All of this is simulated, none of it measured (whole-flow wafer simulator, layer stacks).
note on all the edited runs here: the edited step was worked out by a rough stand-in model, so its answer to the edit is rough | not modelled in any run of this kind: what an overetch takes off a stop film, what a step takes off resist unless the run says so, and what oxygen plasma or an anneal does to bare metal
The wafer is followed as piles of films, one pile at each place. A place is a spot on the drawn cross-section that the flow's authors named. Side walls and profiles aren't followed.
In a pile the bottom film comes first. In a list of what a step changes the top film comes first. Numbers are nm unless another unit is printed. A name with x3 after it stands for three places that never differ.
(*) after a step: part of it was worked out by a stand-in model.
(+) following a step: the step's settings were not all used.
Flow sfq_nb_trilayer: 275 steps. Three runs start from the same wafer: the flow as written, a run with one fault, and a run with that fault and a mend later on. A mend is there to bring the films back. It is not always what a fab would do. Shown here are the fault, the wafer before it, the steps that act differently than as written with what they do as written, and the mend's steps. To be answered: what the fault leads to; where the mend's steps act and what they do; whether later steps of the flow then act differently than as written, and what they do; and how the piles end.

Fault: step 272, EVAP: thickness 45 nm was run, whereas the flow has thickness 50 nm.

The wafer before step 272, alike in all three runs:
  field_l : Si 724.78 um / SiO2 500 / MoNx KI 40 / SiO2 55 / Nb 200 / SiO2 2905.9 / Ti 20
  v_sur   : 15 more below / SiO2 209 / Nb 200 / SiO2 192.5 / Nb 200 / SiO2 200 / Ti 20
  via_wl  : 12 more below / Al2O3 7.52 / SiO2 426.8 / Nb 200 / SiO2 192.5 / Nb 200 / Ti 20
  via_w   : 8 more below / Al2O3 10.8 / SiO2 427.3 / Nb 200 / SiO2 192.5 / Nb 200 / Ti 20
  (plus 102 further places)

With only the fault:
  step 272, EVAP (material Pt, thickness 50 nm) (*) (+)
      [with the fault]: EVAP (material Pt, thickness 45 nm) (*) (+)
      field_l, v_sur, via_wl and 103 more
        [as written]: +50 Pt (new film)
        [with the fault]: +45 Pt (new film)
  Steps later in the flow that act otherwise than as written:
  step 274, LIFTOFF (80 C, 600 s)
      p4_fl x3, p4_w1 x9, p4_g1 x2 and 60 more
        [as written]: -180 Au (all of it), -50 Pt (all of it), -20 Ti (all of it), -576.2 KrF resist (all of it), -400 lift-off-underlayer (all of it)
        [with the fault]: -180 Au (all of it), -45 Pt (all of it), -20 Ti (all of it), -576.2 KrF resist (all of it), -400 lift-off-underlayer (all of it)
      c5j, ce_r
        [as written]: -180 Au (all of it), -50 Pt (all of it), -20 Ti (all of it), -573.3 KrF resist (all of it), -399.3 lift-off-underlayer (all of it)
        [with the fault]: -180 Au (all of it), -45 Pt (all of it), -20 Ti (all of it), -573.3 KrF resist (all of it), -399.3 lift-off-underlayer (all of it)
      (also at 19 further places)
  At field_l, v_sur, via_wl and 8 more, the piles at the end differ from the flow's by more than 2% or 0.5 nm, whichever is larger.
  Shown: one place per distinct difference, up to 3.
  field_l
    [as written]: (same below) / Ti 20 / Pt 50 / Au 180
    [with the fault]: (same below) / Ti 20 / Pt 45 / Au 180

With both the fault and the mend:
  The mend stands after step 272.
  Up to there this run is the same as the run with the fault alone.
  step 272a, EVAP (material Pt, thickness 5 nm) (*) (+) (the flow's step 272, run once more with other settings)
      field_l, v_sur, via_wl and 103 more
        +5 Pt
  Every later step of the flow that is run acts as written at every place that is followed.
  At every place that both follow, the piles at the end match the flow's.
